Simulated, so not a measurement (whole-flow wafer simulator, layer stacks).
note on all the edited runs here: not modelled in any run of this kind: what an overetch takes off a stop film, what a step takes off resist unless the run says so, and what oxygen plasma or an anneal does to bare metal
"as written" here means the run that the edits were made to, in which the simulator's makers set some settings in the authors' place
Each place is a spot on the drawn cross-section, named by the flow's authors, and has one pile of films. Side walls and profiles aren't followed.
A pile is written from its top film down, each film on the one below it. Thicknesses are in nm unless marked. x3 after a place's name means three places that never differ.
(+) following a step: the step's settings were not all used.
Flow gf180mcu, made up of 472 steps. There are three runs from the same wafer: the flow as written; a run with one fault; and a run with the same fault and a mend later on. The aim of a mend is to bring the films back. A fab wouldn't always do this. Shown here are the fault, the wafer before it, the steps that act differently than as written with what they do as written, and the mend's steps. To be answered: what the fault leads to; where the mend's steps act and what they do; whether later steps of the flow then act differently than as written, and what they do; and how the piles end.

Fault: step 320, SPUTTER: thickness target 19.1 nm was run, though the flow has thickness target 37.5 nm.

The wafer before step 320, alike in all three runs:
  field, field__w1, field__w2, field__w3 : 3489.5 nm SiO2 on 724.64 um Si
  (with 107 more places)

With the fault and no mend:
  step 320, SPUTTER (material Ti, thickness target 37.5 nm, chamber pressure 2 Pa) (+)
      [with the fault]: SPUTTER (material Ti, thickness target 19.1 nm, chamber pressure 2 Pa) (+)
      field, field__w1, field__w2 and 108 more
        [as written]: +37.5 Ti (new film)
        [with the fault]: +19.1 Ti (new film)
  Steps later in the flow that act otherwise than as written:
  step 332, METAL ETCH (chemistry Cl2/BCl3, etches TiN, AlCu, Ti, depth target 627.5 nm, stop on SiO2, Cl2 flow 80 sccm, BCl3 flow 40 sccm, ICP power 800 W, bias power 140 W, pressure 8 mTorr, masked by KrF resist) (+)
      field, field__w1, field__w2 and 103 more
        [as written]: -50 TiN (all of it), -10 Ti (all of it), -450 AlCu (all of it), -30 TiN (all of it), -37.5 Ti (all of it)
        [with the fault]: -50 TiN (all of it), -10 Ti (all of it), -450 AlCu (all of it), -30 TiN (all of it), -19.1 Ti (all of it)
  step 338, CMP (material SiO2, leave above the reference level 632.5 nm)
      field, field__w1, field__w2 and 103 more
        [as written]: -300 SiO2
        [with the fault]: -318.4 SiO2
  At field__w8, contact, m1, m1__w1, m1_nw, the piles at the end differ from the flow's by more than 2% or 0.5 nm, whichever is larger.
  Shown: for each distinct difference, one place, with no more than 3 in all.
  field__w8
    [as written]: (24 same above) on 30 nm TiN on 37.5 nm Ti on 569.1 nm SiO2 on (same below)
    [with the fault]: (24 same above) on 30 nm TiN on 19.1 nm Ti on 569.1 nm SiO2 on (same below)
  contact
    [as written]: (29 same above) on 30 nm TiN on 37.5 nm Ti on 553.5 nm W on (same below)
    [with the fault]: (29 same above) on 30 nm TiN on 19.1 nm Ti on 553.5 nm W on (same below)

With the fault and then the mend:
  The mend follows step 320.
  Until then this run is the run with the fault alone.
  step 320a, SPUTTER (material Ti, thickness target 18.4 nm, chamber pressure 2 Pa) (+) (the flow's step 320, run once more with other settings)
      field, field__w1, field__w2 and 108 more
        +18.4 Ti
  None of the later steps of the flow acts differently than as written at any place that is followed.
  The piles end the same as the flow's at every place that both follow.
